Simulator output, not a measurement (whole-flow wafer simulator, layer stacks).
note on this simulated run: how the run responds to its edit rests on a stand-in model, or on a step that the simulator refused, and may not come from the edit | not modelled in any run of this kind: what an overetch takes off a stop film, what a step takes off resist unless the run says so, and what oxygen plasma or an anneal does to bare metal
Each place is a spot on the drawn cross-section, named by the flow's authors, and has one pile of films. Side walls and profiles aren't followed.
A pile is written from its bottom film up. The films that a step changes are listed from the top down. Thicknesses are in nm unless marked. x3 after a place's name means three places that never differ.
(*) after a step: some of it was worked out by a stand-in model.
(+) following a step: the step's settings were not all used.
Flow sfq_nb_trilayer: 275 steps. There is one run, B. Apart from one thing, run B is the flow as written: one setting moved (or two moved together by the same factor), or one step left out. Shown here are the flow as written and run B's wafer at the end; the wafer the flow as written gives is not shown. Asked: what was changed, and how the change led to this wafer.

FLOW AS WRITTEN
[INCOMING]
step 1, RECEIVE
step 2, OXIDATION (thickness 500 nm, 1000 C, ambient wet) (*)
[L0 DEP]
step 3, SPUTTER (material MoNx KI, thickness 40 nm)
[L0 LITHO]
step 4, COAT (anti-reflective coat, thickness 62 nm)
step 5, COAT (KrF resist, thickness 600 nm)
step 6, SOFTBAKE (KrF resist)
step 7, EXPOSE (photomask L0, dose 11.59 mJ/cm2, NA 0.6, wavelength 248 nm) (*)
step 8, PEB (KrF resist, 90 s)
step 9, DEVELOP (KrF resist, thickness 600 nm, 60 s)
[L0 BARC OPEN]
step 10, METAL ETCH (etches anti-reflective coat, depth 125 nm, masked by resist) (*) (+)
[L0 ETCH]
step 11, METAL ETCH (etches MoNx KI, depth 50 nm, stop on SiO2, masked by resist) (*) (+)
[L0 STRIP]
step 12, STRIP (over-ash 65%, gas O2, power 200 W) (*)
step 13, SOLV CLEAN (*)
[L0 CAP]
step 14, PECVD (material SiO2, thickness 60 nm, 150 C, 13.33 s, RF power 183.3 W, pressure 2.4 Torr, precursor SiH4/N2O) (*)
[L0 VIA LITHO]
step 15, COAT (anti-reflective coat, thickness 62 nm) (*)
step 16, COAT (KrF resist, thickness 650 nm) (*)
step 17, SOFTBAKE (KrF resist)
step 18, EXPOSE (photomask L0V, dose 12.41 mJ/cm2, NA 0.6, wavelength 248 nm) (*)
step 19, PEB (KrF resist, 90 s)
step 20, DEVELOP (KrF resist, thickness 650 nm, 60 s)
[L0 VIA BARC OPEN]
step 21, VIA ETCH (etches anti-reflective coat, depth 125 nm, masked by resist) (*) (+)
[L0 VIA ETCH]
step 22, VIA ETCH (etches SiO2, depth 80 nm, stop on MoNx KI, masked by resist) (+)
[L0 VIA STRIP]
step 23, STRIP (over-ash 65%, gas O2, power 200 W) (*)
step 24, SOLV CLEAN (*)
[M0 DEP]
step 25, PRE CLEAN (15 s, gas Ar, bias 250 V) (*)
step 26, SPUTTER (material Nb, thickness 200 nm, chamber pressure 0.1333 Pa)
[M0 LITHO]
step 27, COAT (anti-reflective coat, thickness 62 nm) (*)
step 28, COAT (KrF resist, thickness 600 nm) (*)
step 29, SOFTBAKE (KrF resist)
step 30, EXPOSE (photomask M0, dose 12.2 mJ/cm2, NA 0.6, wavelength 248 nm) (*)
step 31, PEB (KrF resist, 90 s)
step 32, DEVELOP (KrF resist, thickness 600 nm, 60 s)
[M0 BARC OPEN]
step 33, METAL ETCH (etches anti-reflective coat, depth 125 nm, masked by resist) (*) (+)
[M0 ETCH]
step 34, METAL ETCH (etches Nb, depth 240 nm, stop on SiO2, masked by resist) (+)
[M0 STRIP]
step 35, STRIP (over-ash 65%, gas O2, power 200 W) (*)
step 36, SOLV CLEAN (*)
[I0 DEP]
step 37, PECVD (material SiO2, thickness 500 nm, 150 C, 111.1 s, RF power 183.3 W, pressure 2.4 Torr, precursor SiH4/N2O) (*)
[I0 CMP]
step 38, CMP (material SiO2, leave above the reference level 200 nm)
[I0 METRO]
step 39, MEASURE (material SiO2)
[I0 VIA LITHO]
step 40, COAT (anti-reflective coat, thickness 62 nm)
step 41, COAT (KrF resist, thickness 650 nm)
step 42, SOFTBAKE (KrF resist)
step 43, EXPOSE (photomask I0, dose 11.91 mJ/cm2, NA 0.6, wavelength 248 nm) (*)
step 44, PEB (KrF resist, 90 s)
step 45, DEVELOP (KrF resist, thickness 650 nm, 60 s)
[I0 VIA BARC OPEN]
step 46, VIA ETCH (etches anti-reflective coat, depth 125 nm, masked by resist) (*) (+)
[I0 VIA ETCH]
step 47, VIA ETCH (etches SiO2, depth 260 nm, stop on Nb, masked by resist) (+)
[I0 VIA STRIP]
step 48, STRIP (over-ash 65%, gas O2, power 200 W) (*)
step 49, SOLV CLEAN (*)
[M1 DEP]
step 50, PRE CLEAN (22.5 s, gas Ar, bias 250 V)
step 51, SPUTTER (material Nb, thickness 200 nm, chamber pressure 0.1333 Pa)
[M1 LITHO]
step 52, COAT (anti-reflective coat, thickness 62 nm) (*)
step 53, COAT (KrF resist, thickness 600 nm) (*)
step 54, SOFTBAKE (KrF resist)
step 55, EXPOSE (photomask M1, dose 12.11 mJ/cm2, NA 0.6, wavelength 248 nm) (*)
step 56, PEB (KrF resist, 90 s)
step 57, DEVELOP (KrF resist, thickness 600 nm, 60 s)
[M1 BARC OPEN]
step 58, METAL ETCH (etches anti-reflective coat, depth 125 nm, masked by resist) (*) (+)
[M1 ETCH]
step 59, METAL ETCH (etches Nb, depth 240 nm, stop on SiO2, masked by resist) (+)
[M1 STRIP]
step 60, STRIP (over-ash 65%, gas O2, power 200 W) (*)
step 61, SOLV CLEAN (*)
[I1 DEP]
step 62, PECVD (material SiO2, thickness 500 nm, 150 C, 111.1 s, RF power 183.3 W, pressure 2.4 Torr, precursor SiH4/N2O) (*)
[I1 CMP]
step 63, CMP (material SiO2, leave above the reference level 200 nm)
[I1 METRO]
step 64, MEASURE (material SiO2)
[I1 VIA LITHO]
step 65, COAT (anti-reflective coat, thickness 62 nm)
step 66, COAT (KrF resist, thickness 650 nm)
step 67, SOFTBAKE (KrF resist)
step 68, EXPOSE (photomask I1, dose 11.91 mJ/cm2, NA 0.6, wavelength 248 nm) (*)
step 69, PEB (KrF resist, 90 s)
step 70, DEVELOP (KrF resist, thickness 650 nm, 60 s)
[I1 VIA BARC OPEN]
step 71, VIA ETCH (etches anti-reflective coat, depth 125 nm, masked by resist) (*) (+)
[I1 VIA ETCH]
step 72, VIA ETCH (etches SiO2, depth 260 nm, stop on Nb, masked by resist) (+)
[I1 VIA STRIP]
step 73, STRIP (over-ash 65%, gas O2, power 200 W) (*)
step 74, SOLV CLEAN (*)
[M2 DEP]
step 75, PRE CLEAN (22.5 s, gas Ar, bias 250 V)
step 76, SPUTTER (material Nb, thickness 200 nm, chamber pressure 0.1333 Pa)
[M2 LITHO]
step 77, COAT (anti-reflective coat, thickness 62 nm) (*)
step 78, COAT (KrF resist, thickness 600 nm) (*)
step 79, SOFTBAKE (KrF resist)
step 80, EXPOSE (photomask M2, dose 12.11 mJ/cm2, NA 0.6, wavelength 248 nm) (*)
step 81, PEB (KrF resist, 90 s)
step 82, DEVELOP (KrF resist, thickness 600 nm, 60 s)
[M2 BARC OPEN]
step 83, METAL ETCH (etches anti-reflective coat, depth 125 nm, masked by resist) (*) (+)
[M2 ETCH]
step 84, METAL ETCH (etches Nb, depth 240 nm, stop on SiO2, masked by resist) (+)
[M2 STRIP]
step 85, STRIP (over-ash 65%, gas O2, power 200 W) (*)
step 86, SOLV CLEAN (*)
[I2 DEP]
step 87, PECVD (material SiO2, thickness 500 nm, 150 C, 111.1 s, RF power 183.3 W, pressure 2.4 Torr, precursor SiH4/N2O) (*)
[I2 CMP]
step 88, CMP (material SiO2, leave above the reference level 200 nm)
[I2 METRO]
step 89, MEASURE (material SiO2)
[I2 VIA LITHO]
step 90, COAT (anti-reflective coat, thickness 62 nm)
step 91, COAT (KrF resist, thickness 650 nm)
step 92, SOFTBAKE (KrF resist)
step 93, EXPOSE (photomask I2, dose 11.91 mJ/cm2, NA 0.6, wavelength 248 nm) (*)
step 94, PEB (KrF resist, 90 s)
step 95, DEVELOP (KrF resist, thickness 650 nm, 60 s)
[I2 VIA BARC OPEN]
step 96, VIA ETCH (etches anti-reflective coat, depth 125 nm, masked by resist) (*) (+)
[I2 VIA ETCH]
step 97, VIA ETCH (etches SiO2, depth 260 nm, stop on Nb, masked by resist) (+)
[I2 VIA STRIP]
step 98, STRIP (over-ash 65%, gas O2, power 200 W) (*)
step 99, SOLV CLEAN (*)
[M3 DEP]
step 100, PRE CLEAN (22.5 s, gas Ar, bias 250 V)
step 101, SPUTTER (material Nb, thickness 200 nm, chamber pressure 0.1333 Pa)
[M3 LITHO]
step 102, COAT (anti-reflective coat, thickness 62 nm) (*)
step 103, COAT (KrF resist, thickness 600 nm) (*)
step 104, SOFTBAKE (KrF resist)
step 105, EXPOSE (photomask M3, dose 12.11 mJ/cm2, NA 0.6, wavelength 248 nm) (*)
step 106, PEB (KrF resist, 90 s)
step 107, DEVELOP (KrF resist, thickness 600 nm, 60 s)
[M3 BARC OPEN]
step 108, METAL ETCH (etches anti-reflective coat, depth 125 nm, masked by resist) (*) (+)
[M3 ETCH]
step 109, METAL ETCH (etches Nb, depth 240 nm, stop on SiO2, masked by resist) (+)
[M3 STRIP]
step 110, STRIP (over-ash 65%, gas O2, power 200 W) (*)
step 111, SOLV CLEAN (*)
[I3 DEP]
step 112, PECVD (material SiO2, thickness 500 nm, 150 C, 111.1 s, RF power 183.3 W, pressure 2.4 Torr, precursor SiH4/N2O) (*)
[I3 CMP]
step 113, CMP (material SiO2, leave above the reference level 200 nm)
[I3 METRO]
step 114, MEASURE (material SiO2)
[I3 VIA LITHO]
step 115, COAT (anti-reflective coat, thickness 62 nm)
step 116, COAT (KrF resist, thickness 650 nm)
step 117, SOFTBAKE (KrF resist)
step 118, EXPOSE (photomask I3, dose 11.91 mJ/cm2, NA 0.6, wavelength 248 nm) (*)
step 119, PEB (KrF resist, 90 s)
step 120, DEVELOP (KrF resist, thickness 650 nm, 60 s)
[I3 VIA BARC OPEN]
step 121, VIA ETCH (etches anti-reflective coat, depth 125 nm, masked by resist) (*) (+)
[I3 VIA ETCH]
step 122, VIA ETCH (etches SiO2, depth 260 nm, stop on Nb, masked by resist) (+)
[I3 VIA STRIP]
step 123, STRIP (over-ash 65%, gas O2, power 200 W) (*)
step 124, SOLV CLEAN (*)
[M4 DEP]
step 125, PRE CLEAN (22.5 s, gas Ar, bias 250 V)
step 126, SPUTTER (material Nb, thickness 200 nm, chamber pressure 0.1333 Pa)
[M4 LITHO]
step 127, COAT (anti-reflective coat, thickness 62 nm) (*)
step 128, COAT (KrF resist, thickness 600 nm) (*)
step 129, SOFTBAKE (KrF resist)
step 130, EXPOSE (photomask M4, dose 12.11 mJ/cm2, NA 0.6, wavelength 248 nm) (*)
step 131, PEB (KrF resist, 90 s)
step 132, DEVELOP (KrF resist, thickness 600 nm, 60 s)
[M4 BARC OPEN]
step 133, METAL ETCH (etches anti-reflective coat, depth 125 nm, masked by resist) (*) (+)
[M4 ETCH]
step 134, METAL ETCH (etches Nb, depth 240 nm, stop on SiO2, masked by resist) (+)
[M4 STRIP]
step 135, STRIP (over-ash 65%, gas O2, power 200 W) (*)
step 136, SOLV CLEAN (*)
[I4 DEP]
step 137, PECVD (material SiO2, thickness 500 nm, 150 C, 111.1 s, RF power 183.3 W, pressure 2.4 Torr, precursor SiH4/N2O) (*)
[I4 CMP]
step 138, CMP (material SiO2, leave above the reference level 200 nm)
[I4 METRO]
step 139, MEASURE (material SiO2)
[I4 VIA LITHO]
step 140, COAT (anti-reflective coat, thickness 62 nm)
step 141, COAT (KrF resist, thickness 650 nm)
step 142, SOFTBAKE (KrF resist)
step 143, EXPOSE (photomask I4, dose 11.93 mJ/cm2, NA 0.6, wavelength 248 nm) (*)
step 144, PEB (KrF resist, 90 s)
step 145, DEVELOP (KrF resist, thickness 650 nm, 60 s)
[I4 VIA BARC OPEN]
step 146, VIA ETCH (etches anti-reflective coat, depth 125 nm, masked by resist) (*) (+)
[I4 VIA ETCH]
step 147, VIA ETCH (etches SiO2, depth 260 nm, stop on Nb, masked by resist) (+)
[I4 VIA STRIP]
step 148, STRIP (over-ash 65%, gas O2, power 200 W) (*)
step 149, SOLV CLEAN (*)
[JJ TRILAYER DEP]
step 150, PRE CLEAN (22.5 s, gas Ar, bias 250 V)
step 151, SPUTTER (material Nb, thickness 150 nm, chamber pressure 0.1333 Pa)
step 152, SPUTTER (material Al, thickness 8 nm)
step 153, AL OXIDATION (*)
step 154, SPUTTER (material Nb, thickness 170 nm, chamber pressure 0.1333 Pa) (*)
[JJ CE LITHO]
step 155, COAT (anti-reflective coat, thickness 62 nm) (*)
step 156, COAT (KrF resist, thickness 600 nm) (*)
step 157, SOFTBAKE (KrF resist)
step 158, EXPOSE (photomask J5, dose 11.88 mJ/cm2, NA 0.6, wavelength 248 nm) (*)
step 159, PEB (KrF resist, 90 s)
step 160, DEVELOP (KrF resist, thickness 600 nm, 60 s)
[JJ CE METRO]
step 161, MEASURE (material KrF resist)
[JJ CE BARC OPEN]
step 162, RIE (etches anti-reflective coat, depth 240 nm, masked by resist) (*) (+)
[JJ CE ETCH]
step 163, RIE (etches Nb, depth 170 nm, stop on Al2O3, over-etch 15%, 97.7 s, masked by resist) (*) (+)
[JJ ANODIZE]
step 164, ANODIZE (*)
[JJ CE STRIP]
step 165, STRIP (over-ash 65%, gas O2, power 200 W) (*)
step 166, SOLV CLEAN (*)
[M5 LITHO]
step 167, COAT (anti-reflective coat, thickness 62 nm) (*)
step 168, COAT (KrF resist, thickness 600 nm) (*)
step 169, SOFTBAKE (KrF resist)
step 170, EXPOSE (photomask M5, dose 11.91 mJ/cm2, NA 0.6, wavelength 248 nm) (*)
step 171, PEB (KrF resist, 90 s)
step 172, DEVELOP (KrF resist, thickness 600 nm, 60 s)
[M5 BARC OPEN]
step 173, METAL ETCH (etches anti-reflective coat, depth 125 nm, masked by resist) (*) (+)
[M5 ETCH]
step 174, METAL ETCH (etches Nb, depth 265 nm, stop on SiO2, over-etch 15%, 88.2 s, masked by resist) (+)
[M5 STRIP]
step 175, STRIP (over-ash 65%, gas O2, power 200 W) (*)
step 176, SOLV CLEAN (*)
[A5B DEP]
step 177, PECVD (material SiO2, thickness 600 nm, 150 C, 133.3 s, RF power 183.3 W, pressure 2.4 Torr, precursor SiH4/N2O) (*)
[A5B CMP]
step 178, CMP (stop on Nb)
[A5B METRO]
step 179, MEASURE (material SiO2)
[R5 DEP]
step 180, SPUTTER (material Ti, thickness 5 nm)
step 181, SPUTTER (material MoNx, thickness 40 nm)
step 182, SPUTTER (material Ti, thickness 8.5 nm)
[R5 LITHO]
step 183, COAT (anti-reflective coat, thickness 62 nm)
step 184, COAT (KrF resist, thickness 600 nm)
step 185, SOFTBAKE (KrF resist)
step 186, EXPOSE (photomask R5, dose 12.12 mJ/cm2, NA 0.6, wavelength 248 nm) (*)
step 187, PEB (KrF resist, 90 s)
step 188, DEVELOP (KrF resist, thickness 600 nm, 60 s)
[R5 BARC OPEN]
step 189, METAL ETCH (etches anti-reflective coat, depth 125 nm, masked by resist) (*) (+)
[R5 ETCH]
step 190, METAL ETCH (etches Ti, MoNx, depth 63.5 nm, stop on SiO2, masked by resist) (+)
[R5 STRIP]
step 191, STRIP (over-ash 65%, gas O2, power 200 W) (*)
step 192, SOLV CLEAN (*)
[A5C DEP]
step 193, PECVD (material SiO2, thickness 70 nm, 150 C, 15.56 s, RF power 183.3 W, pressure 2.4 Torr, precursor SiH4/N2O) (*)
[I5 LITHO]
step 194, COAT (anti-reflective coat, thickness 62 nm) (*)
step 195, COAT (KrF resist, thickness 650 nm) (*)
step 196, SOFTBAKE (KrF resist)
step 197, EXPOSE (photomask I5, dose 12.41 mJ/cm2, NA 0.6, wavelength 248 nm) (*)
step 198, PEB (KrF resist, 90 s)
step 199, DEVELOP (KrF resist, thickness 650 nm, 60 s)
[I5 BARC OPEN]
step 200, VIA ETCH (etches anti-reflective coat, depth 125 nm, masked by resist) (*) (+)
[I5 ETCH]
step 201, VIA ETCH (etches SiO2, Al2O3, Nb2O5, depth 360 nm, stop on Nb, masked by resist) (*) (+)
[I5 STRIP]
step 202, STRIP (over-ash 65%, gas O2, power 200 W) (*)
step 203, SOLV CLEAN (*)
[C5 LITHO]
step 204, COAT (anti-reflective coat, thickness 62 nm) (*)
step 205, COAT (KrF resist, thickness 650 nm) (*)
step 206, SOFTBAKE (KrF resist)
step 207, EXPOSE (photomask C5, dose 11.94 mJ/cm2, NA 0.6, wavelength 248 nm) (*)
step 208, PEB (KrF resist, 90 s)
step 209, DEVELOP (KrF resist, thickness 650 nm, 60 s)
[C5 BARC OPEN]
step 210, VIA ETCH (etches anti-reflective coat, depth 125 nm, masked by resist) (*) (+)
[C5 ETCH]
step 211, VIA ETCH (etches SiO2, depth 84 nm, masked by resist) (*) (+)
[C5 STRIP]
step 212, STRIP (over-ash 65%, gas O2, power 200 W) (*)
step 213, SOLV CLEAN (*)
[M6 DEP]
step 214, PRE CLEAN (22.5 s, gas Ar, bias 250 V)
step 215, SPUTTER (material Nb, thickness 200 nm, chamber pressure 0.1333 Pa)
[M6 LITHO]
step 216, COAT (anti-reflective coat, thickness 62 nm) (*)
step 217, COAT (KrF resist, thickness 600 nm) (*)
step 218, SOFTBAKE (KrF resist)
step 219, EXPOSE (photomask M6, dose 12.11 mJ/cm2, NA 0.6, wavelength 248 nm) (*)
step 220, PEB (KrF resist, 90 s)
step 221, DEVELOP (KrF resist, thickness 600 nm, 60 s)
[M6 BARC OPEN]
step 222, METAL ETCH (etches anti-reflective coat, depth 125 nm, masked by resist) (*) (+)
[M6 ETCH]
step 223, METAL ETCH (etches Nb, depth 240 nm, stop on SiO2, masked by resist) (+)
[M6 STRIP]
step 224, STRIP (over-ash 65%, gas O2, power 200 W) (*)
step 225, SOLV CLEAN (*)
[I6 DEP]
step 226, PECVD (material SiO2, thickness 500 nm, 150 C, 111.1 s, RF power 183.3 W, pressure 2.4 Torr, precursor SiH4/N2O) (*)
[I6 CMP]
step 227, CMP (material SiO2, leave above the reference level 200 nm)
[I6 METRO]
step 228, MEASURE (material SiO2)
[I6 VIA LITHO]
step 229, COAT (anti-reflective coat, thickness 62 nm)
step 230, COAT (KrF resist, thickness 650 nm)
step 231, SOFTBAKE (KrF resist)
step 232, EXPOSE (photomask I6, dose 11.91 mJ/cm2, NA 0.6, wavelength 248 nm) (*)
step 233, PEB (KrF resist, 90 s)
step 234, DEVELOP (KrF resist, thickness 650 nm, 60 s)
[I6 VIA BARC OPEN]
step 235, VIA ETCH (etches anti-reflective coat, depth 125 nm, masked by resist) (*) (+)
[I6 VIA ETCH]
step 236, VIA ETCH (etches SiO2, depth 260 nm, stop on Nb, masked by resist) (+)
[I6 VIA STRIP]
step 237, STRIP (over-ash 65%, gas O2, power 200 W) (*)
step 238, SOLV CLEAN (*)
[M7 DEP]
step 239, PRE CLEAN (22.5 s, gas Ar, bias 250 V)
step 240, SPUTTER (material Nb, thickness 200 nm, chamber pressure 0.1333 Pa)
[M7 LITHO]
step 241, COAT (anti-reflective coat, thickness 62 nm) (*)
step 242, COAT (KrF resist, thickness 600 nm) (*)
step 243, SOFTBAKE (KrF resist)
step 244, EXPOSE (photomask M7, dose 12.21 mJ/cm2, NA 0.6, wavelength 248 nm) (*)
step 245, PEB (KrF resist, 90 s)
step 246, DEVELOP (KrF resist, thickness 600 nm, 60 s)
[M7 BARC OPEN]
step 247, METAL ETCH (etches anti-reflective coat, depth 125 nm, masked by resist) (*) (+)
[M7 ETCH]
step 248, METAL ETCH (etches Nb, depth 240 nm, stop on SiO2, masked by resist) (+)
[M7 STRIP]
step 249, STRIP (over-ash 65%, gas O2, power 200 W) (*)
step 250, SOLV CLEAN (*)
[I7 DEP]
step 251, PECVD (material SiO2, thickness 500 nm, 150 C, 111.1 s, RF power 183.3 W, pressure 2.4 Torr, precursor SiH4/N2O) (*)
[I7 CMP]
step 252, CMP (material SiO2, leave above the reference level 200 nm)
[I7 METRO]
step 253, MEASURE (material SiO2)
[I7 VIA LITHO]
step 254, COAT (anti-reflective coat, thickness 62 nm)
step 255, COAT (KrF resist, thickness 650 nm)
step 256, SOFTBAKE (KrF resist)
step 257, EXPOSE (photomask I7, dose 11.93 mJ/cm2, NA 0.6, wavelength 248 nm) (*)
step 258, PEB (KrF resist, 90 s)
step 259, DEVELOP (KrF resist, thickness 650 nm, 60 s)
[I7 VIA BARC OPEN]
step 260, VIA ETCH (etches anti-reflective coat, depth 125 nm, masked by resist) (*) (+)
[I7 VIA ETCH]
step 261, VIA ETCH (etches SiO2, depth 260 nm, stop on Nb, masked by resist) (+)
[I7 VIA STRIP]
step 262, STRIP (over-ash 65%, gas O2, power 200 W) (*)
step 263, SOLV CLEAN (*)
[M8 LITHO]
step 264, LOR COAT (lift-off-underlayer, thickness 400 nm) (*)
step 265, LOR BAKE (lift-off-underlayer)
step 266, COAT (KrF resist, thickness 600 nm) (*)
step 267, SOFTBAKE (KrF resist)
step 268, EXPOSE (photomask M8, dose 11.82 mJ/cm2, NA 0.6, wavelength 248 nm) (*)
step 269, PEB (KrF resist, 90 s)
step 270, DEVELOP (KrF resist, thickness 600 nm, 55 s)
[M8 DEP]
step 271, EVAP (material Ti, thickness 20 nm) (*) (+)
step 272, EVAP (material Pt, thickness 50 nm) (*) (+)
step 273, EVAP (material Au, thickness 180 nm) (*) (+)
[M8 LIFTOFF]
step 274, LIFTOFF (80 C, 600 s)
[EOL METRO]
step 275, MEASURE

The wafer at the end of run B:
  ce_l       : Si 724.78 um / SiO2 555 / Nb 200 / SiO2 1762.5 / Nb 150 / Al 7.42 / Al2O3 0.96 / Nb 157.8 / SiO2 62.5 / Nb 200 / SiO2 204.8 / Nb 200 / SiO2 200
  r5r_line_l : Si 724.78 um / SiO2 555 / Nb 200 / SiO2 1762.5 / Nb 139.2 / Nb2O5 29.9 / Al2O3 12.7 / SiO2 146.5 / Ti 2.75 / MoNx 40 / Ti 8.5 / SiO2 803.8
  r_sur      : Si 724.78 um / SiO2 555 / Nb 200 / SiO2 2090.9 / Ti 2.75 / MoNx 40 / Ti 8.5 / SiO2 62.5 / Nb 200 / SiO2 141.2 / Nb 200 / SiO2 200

The reason: step 180, SPUTTER: thickness 2.75 nm was run, while the flow as written has thickness 5 nm.
One can read it off the wafer: r5r_line_l has Ti 2.75, and step 180 as written asks for 5 nm.

How this came from the change, step by step:
  step 180, SPUTTER (material Ti, thickness 5 nm)
      field_l, v_sur, via_wl and 103 more: Ti gains 2.75 (new film) (it would be, as written: Ti gains 5 (new film))
  step 190, METAL ETCH (etches Ti, MoNx, depth 63.5 nm, stop on SiO2, masked by resist) (+)
      field_l, v_sur, via_wl and 92 more: Ti loses 8.5 (all of it), MoNx loses 40 (all of it), Ti loses 2.75 (all of it) (it would be, as written: Ti loses 8.5 (all of it), MoNx loses 40 (all of it), Ti loses 5 (all of it))
      ce_l, c5j, ce_r, wl_jj: Ti loses 8.5 (all of it), MoNx loses 40 (all of it), Ti loses 2.75 (all of it), Nb loses 12.2 (it would be, as written: Ti loses 8.5 (all of it), MoNx loses 40 (all of it), Ti loses 5 (all of it), Nb loses 10)
